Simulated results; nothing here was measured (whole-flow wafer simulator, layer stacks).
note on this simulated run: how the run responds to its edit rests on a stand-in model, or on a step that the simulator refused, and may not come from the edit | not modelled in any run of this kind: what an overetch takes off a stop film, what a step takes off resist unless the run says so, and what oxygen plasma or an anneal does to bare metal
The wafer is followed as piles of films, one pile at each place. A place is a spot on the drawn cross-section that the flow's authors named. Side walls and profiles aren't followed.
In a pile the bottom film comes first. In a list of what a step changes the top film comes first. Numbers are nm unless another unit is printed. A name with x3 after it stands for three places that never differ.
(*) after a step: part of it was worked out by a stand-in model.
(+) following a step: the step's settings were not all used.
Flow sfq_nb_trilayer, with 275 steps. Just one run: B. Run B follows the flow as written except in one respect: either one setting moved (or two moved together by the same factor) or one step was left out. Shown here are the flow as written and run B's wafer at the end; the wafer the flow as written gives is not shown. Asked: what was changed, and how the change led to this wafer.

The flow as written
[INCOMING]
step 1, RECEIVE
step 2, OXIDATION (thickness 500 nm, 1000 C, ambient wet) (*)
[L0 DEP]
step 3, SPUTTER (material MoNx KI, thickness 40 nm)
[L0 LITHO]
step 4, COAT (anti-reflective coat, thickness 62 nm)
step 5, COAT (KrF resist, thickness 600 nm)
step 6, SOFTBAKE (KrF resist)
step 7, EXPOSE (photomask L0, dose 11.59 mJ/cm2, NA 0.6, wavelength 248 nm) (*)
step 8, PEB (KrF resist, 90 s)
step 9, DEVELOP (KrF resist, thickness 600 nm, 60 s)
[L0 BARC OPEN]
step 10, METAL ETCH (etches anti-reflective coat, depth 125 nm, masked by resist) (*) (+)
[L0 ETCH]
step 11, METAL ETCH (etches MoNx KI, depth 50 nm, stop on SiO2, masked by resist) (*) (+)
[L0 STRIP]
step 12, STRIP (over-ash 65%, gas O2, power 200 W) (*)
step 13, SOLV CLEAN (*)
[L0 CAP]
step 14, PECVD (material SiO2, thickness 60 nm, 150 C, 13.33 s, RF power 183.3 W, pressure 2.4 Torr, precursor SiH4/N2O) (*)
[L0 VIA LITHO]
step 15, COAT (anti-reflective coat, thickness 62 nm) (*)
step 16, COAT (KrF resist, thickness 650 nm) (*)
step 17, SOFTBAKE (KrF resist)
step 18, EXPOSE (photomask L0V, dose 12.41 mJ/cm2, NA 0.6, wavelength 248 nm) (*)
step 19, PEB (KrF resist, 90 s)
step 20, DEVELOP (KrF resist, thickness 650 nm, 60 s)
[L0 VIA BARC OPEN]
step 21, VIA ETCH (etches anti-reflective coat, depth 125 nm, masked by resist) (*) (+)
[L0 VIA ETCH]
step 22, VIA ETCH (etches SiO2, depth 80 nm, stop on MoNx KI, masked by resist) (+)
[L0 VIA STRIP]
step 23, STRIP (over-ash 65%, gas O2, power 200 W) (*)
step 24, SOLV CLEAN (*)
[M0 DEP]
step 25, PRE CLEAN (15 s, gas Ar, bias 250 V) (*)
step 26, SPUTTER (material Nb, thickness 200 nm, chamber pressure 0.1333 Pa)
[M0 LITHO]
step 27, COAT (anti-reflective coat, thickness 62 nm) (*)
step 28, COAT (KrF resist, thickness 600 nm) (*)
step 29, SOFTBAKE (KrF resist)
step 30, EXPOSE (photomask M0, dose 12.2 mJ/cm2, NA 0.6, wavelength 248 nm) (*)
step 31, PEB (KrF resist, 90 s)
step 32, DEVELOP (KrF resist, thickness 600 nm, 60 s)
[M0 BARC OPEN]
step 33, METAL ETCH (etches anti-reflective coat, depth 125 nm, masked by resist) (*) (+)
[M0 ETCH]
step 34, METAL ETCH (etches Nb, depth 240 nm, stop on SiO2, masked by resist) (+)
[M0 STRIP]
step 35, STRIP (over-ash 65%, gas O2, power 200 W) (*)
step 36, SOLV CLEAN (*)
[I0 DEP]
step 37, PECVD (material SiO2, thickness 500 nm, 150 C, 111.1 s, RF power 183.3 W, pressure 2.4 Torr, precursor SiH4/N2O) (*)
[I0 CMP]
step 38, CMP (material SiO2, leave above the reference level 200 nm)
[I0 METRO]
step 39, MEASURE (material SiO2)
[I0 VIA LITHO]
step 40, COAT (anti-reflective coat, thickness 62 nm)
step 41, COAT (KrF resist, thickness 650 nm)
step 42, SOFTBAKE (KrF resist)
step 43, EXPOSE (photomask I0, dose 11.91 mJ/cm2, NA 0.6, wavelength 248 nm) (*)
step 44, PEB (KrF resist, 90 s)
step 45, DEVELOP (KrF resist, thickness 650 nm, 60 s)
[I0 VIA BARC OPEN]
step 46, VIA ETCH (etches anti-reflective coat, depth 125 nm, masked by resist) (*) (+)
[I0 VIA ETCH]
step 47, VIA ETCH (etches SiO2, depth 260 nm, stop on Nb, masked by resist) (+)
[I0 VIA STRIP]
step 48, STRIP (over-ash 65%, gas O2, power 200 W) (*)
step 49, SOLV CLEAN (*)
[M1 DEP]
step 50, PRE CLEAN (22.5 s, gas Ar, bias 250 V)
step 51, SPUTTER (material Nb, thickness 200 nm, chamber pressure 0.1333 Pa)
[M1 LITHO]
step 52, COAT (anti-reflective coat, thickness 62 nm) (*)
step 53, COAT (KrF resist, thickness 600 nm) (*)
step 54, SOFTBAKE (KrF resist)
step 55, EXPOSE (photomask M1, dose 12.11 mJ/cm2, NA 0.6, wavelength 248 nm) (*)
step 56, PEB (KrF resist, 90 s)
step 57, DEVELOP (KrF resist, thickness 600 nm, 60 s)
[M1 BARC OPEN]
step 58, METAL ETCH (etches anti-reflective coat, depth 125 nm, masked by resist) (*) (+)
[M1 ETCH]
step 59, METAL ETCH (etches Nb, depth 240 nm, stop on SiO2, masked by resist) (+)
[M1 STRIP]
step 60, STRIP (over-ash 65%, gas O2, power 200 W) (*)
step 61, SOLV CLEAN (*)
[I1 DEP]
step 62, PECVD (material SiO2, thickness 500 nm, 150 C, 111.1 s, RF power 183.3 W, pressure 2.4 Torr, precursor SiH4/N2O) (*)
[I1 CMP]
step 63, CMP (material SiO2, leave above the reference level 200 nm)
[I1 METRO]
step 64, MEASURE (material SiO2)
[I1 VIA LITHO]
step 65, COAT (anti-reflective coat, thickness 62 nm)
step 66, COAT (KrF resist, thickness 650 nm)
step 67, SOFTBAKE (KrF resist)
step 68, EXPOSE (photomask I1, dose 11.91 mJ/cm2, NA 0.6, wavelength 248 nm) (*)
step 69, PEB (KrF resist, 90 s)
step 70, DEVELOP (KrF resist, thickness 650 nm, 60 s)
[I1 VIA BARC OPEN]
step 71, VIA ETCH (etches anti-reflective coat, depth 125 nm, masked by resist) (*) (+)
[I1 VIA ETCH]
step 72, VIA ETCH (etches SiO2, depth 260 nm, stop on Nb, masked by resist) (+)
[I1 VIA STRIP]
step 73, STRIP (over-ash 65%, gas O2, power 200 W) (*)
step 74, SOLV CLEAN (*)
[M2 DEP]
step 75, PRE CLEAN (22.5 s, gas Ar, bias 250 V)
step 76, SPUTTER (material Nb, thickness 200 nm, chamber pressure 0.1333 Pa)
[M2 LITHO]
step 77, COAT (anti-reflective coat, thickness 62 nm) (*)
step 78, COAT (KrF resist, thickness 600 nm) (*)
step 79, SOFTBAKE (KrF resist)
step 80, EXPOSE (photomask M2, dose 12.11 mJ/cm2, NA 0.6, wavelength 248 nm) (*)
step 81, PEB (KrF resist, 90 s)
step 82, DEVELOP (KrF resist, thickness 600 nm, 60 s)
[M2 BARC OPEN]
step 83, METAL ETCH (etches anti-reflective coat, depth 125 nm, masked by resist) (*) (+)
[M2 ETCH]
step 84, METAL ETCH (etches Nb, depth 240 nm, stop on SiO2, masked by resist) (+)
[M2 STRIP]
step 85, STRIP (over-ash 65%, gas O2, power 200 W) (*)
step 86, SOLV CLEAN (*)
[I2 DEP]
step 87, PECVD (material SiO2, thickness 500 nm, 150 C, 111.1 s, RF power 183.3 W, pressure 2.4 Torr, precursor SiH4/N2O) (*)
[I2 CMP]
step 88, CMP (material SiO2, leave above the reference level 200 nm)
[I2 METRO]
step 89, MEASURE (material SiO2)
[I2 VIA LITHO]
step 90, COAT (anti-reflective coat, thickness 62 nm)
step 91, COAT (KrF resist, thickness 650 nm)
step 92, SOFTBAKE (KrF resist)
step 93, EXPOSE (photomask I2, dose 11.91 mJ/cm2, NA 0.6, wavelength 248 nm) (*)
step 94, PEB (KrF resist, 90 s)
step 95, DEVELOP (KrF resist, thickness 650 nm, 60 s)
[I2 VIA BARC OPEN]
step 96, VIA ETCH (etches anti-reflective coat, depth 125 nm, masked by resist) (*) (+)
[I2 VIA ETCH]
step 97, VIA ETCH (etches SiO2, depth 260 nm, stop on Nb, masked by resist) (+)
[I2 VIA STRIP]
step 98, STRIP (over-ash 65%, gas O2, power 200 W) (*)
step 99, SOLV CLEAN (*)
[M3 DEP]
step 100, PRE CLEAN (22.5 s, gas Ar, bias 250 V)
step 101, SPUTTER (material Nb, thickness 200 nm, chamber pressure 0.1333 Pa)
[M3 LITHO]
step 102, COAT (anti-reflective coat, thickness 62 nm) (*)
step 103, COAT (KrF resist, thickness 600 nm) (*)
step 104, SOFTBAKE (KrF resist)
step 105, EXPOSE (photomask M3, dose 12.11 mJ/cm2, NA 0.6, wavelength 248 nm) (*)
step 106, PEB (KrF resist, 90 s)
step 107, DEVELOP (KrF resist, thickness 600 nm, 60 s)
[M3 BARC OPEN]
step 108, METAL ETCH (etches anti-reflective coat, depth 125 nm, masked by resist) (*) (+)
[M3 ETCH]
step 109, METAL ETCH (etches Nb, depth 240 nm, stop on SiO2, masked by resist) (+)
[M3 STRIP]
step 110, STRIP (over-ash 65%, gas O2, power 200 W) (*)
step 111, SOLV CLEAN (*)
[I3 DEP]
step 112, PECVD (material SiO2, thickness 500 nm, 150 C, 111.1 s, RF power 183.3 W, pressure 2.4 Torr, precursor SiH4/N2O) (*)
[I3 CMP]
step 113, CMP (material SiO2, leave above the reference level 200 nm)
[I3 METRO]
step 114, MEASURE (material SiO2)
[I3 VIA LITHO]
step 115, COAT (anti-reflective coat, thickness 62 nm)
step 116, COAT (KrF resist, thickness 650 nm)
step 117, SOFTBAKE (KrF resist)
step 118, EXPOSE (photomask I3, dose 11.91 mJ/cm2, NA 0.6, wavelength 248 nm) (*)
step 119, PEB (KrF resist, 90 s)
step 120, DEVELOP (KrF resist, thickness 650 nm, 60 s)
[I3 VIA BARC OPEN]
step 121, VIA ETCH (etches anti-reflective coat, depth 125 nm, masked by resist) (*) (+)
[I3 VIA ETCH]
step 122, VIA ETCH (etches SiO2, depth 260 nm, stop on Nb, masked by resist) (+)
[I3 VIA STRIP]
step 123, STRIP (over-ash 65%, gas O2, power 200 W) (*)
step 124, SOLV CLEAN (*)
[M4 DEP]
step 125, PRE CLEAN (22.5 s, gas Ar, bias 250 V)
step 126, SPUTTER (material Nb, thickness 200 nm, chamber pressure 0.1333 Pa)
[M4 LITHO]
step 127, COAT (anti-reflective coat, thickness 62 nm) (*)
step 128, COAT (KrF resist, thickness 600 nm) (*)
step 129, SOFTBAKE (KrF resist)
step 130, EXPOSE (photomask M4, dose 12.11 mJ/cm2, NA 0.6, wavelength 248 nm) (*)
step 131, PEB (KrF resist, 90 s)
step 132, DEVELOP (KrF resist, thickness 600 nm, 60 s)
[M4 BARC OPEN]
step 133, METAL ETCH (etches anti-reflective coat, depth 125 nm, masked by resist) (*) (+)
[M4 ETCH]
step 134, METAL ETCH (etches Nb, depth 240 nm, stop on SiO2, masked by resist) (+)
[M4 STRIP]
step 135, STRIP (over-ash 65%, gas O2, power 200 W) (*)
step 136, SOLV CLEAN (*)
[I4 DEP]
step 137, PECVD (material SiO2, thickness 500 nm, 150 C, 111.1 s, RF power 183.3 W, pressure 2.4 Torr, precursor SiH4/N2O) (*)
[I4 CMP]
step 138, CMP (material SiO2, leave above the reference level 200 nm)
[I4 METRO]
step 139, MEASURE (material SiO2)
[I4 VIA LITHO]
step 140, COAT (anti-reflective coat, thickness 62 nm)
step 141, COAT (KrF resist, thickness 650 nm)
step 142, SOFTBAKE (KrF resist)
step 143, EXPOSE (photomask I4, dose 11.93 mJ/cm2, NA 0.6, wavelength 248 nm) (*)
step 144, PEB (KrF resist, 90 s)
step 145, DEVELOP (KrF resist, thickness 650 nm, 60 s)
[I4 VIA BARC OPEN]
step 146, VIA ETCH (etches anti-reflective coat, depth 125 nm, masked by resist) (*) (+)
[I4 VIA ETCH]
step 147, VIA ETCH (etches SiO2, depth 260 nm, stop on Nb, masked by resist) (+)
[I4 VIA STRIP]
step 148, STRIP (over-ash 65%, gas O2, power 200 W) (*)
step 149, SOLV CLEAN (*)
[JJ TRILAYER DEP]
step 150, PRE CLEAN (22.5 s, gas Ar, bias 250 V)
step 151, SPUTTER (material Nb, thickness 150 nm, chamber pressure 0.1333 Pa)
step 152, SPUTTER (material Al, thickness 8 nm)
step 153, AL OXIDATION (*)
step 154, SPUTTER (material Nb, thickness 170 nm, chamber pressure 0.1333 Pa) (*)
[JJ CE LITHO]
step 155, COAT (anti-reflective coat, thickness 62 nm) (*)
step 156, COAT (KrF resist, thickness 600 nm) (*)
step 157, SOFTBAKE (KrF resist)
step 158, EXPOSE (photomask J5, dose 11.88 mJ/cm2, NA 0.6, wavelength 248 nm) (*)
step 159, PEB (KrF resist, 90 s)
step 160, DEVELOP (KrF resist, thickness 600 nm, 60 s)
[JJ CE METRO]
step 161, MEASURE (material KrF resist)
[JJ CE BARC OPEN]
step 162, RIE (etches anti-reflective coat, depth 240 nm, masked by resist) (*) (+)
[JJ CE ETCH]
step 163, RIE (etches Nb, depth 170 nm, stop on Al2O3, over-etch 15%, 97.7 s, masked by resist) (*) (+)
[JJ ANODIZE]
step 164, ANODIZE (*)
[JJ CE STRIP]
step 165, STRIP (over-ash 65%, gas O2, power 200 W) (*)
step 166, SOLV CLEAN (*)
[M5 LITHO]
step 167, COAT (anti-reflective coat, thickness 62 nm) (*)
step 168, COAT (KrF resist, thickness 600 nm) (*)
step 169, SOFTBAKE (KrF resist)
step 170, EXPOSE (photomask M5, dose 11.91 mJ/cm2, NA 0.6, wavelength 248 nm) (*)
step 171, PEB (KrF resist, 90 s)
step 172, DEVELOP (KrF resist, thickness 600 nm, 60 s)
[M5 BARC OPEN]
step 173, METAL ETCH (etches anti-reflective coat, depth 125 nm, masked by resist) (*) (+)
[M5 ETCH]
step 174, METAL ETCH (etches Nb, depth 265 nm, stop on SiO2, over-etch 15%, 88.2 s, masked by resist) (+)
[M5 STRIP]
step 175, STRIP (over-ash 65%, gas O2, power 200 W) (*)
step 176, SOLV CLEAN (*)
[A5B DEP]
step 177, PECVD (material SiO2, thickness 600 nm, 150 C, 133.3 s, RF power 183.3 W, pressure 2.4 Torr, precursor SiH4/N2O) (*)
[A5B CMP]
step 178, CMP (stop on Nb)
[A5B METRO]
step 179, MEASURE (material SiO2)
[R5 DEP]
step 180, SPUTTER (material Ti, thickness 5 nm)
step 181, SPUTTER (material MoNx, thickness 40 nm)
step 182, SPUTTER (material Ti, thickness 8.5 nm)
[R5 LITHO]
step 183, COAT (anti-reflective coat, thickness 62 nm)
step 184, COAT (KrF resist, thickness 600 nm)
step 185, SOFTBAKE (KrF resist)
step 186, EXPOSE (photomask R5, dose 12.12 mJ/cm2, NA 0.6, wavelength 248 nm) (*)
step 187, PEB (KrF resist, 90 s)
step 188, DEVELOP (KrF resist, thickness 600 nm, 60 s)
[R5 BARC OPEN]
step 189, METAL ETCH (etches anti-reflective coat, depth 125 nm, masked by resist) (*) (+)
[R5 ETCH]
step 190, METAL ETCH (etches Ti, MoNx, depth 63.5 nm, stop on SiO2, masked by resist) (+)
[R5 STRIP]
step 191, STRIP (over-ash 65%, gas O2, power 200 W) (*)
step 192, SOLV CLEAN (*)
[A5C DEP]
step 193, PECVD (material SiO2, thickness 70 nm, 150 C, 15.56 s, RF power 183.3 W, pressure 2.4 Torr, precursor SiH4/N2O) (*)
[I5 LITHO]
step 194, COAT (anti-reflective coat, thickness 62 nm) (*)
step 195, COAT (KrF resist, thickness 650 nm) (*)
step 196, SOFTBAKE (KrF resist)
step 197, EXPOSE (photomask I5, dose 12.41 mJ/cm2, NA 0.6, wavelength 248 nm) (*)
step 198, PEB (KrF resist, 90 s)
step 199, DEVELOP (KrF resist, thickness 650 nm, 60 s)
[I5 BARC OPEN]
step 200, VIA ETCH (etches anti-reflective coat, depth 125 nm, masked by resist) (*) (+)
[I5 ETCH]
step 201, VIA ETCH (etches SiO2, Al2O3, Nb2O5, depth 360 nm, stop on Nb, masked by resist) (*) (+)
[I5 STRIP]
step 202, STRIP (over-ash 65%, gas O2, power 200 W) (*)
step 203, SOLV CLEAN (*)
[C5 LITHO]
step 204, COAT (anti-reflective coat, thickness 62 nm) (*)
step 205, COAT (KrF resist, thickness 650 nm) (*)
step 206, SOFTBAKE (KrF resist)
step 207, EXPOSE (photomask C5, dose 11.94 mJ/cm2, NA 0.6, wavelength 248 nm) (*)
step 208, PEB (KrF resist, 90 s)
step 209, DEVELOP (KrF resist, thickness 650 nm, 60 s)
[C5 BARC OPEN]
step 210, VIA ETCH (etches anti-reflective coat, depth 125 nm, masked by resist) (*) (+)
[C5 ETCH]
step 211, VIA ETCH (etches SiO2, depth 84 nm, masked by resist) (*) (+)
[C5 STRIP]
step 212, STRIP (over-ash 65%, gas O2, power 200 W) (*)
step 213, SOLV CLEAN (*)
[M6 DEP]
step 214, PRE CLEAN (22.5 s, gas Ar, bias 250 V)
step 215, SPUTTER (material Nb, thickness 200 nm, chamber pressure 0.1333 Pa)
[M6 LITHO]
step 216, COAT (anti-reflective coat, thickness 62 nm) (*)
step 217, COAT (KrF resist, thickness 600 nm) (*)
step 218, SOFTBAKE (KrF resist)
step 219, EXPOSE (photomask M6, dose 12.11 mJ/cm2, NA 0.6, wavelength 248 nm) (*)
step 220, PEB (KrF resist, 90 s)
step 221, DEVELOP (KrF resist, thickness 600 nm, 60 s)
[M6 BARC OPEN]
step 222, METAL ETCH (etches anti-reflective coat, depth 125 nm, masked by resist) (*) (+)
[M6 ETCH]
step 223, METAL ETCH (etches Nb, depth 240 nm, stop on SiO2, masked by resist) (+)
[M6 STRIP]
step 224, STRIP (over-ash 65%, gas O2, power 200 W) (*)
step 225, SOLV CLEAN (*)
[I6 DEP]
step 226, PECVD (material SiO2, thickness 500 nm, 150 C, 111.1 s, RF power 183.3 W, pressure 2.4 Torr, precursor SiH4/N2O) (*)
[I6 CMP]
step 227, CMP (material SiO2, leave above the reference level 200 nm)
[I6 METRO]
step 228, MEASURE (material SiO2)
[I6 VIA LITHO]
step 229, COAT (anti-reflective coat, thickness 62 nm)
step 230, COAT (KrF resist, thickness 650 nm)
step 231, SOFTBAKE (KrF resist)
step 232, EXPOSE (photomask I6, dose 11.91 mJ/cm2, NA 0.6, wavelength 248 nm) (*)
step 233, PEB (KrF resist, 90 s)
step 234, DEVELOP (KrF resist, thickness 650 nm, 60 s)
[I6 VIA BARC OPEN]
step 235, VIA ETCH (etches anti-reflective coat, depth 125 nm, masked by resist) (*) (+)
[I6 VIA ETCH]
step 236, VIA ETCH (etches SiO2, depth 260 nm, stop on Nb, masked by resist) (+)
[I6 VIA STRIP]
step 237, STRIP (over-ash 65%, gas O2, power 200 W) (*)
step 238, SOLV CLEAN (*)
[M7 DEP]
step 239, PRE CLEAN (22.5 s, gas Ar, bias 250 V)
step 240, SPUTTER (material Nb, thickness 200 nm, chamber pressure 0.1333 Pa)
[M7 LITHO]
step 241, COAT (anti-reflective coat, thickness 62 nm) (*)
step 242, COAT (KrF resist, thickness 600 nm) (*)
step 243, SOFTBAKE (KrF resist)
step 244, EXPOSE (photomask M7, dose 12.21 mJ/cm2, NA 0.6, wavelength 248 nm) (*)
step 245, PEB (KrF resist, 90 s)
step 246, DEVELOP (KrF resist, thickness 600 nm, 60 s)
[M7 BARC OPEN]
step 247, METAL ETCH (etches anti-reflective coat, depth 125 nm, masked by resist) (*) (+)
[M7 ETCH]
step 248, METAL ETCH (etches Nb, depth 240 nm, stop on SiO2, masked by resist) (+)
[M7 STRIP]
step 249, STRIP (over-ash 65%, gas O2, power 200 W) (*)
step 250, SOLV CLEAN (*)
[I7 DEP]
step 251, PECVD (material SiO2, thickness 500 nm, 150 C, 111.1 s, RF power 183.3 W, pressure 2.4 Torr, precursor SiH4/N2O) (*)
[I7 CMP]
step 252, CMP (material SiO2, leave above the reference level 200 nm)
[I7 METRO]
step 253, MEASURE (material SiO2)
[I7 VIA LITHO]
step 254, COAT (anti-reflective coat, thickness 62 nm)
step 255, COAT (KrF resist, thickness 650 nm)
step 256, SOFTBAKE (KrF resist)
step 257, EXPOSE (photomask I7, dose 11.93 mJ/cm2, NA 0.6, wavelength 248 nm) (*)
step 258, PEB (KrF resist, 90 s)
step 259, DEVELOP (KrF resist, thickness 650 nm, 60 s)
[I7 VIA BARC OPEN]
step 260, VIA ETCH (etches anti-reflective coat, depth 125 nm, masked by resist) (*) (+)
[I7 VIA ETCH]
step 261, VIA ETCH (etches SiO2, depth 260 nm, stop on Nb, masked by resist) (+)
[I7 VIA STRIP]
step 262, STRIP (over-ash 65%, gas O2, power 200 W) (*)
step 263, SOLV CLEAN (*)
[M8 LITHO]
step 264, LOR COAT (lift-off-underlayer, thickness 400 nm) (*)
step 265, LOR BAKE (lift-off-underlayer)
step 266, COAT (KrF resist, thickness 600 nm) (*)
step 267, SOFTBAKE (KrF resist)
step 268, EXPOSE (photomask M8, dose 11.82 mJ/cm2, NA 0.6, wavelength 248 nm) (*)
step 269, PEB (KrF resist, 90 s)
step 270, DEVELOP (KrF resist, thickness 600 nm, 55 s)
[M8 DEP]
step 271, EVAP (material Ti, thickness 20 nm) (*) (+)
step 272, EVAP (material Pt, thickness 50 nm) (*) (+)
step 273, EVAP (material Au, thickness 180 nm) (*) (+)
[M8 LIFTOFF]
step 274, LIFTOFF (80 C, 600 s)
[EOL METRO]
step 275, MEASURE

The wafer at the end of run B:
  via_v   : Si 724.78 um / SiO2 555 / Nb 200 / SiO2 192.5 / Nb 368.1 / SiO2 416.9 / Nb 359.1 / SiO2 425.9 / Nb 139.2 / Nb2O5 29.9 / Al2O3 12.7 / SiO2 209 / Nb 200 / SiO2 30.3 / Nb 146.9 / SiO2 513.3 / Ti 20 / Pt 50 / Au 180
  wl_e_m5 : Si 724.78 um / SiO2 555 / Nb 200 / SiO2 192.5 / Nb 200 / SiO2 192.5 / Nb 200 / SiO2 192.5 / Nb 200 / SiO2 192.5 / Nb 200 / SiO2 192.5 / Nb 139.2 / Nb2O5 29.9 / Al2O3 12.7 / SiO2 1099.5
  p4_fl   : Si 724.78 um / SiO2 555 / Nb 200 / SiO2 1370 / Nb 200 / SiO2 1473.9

What caused this: step 227, CMP: leave above the reference level 298 nm was run, while the flow as written has leave above the reference level 200 nm.

The path from the change to this, step by step:
  step 227, CMP (material SiO2, leave above the reference level 200 nm)
      moat, field_r, lsp_l, ln_m5, lsp_m: nothing (in the flow as written it would be: SiO2 loses 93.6)
      lsp_r, l0_sur, l0v: nothing (in the flow as written it would be: SiO2 loses 91.9)
      (also at 98 further places)
  step 229, COAT (anti-reflective coat, thickness 62 nm)
      ln_m6: anti-reflective coat gains 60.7 (new film) (in the flow as written it would be: anti-reflective coat gains 62 (new film))
  step 236, VIA ETCH (etches SiO2, depth 260 nm, stop on Nb, masked by resist) (+)
      via_v: SiO2 loses 260 (in the flow as written it would be: SiO2 loses 199.8 (all of it))
  step 237, STRIP (over-ash 65%, gas O2, power 200 W) (*)
      ln_m6: KrF resist loses 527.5 (all of it), anti-reflective coat loses 60.7 (all of it) (in the flow as written it would be: KrF resist loses 528.6 (all of it), anti-reflective coat loses 62 (all of it))
  step 239, PRE CLEAN (22.5 s, gas Ar, bias 250 V)
      via_v: SiO2 loses 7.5 (in the flow as written it would be: Nb loses 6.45)
  step 240, SPUTTER (material Nb, thickness 200 nm, chamber pressure 0.1333 Pa)
      via_v: Nb gains 146.9 (new film) (in the flow as written it would be: Nb gains 161.1)
  step 241, COAT (anti-reflective coat, thickness 62 nm) (*)
      via_sp: anti-reflective coat gains 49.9 (new film) (in the flow as written it would be: anti-reflective coat gains 53.1 (new film))
      via_v: anti-reflective coat gains 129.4 (new film) (in the flow as written it would be: anti-reflective coat gains 126 (new film))
      (also at 2 further places)
  step 242, COAT (KrF resist, thickness 600 nm) (*)
      via_v: KrF resist gains 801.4 (new film) (in the flow as written it would be: KrF resist gains 742.5 (new film))
  step 249, STRIP (over-ash 65%, gas O2, power 200 W) (*)
      via_sp: KrF resist loses 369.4 (all of it), anti-reflective coat loses 49.9 (all of it) (in the flow as written it would be: KrF resist loses 373.6 (all of it), anti-reflective coat loses 53.1 (all of it))
      via_v: KrF resist loses 583.3 (all of it), anti-reflective coat loses 129.4 (all of it) (in the flow as written it would be: KrF resist loses 524.5 (all of it), anti-reflective coat loses 126 (all of it))
      (also at 2 further places)
  step 251, PECVD (material SiO2, thickness 500 nm, 150 C, 111.1 s, RF power 183.3 W, pressure 2.4 Torr, precursor SiH4/N2O) (*)
      via_v: SiO2 gains 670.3 (new film) (in the flow as written it would be: SiO2 gains 621 (new film))
  step 252, CMP (material SiO2, leave above the reference level 200 nm)
      field_r, lsp_l: SiO2 loses 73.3 (in the flow as written it would be: SiO2 loses 77.7)
      l0_sur, l0v: SiO2 loses 81.8 (in the flow as written it would be: SiO2 loses 87.8)
      (also at 2 further places)
Taking metal films that touch as one body, via_v has 7 bodies (between them, from the top down: SiO2 513.3; SiO2 30.3; SiO2 209 / Al2O3 12.7 / Nb2O5 29.9; SiO2 425.9; SiO2 416.9; SiO2 192.5); the flow as written gives 6 bodies (between them, from the top down: SiO2 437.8; SiO2 209 / Al2O3 12.7 / Nb2O5 29.9; SiO2 425.9; SiO2 416.9; SiO2 192.5).
